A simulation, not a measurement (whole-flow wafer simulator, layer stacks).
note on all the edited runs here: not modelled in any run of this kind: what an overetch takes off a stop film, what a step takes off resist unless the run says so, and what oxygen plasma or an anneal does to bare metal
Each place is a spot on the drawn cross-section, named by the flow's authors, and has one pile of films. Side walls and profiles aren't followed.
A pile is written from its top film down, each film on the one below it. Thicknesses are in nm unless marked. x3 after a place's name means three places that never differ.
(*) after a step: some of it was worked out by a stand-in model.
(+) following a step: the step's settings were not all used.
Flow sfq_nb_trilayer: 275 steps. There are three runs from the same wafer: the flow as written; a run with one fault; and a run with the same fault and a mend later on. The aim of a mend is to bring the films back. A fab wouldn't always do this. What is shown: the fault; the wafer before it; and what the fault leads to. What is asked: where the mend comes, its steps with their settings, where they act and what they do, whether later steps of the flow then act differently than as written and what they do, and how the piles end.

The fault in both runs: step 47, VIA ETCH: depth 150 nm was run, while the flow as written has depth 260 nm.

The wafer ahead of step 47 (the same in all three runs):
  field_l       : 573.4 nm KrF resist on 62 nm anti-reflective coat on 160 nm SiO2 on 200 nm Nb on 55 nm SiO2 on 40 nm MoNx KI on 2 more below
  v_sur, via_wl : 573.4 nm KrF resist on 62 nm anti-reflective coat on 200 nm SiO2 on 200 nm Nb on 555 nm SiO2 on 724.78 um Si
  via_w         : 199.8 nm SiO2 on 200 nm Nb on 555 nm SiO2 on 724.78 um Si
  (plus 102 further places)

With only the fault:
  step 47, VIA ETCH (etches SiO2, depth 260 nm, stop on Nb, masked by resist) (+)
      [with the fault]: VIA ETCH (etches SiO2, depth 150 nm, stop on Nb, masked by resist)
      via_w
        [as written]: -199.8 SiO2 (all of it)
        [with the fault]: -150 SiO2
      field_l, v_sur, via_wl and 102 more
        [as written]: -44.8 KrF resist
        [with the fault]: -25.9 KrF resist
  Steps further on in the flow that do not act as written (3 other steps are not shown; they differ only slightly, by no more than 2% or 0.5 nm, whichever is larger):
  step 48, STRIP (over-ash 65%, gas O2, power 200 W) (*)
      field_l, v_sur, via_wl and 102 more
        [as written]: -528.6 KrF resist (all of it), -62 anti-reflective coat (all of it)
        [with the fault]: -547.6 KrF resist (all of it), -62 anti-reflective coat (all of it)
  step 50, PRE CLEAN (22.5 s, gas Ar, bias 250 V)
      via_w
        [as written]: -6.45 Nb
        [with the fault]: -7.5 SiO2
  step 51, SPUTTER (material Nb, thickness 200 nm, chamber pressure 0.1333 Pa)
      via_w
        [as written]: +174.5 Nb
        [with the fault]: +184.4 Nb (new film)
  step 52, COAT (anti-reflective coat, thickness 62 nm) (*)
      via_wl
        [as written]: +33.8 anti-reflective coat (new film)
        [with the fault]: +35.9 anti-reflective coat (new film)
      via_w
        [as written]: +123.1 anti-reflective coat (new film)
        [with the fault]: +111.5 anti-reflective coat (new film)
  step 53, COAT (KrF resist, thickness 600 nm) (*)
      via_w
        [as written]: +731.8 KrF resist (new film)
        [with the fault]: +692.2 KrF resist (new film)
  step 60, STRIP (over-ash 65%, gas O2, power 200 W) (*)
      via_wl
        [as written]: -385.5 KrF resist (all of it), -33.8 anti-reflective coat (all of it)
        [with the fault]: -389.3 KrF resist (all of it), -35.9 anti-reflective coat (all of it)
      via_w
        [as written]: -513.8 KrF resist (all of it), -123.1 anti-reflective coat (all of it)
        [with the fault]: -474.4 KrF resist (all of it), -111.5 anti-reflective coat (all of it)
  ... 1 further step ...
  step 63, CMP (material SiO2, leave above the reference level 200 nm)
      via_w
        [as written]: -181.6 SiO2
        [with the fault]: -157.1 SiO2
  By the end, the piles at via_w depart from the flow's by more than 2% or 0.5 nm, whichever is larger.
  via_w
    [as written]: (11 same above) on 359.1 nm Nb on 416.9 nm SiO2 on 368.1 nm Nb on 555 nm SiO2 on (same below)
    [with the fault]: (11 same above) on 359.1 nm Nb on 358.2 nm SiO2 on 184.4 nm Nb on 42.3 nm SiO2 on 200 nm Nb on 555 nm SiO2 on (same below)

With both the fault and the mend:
  After step 47 comes the mend.
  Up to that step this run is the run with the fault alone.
  step 47a, VIA ETCH (etches SiO2, depth 110 nm, stop on Nb, masked by resist) (+) (the flow's step 47 again, with other settings)
      field_l, v_sur, via_wl and 102 more
        -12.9 KrF resist
      via_w
        -49.8 SiO2 (all of it)
  Later steps of the flow that are run all act as written at every place that is followed, up to a difference of at most 2% or 0.5 nm, whichever is larger.
  The piles end the same as the flow's at every place that both follow.
